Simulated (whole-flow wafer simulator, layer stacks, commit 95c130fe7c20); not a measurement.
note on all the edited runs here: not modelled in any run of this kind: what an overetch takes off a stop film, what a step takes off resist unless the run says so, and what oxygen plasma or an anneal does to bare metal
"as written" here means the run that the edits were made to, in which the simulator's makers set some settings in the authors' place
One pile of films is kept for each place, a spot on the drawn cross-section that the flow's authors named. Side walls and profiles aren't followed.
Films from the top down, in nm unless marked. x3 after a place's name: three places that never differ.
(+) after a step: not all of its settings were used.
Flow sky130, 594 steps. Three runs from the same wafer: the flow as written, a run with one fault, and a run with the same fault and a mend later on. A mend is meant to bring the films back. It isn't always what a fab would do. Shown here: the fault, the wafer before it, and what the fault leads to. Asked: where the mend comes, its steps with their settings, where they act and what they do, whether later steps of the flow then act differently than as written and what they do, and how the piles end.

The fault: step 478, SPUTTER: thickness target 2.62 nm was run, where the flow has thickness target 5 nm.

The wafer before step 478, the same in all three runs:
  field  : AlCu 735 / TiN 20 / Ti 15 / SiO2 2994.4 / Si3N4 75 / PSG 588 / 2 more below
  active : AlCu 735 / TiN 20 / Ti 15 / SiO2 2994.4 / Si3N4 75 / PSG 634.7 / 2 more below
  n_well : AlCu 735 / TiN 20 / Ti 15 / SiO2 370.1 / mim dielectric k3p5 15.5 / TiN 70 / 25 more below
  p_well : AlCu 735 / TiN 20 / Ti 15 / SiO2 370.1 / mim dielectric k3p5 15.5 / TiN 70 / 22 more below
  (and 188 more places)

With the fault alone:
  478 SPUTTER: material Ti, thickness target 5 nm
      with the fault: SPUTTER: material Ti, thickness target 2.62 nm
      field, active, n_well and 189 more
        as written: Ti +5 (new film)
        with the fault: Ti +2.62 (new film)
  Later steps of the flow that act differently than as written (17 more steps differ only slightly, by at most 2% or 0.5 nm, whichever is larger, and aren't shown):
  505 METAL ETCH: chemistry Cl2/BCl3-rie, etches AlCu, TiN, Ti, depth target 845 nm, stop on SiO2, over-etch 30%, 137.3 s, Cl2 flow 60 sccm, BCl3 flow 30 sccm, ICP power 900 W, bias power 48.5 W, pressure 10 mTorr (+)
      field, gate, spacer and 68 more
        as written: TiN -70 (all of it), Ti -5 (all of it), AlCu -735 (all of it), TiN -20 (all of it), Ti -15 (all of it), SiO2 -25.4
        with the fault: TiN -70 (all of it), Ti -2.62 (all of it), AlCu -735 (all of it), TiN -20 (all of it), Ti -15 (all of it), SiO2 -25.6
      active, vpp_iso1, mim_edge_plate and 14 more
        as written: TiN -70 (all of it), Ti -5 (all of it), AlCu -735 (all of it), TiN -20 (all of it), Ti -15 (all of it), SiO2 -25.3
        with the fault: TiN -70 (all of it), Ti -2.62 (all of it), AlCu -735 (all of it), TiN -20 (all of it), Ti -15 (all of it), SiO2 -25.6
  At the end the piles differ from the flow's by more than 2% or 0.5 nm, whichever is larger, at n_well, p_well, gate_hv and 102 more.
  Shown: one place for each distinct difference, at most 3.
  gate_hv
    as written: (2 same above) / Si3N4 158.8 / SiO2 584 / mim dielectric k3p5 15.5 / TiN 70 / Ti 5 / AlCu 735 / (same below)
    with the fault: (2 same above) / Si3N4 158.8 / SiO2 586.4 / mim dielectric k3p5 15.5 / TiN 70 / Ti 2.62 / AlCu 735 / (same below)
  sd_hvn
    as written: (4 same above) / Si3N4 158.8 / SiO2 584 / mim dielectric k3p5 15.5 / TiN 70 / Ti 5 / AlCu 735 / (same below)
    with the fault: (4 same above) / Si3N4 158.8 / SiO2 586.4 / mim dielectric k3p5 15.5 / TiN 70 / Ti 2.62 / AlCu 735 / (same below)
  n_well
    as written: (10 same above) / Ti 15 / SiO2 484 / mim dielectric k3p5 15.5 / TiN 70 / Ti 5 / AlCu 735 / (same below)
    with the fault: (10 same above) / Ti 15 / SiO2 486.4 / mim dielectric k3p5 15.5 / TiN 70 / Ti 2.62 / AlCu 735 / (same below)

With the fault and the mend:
  The mend comes after step 478.
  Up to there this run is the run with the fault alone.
  478a SPUTTER: material Ti, thickness target 2.38 nm (the flow's step 478 once more, with other settings)
      field, active, n_well and 189 more
        Ti +2.38
  No later step of the flow acts differently than as written at any place that is followed.
  At the end the piles are the same as the flow's at every place that both follow.
